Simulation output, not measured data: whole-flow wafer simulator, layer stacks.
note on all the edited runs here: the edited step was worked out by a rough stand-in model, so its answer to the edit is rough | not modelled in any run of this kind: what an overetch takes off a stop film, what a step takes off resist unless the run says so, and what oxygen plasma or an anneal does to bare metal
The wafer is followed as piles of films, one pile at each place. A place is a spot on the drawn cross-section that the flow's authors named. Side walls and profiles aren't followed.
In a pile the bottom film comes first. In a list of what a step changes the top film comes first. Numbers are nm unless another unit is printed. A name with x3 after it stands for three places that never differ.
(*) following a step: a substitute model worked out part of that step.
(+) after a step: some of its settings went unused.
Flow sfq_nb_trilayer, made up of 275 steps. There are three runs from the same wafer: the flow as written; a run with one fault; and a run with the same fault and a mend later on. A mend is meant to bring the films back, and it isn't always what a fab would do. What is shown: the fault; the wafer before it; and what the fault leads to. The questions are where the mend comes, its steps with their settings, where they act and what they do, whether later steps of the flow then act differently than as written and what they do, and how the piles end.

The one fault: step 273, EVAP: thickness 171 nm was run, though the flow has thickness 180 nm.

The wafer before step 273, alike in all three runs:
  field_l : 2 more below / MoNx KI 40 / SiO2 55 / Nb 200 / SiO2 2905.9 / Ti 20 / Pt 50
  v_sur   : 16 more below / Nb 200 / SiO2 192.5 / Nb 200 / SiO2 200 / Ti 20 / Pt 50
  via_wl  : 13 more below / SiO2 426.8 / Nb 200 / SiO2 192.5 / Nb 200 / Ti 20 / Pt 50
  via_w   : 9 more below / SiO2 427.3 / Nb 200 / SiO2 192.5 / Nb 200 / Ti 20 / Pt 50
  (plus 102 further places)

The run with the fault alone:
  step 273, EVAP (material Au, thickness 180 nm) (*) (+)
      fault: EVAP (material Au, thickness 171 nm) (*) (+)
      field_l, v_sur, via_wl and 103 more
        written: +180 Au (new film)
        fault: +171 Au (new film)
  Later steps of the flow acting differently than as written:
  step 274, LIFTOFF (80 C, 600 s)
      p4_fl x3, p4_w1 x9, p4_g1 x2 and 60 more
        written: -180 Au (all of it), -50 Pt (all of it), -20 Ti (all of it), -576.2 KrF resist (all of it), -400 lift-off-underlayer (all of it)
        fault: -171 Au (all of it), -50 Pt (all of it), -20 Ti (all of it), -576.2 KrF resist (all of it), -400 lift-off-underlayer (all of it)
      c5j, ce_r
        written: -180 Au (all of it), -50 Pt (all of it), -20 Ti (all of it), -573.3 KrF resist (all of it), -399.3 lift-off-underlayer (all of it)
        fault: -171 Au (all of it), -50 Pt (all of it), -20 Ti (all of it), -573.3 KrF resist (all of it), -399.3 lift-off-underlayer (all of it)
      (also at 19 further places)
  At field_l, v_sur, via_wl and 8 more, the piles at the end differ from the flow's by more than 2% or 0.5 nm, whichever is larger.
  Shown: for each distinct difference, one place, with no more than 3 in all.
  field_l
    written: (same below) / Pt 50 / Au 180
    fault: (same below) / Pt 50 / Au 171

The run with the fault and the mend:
  After step 273 comes the mend.
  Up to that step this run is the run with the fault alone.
  step 273a, EVAP (material Au, thickness 9 nm) (*) (+) (a further turn of the flow's step 273, with different settings)
      field_l, v_sur, via_wl and 103 more
        +9 Au
  Later steps of the flow that are run all act as written at every place that is followed.
  The piles end the same as the flow's at every place that both follow.
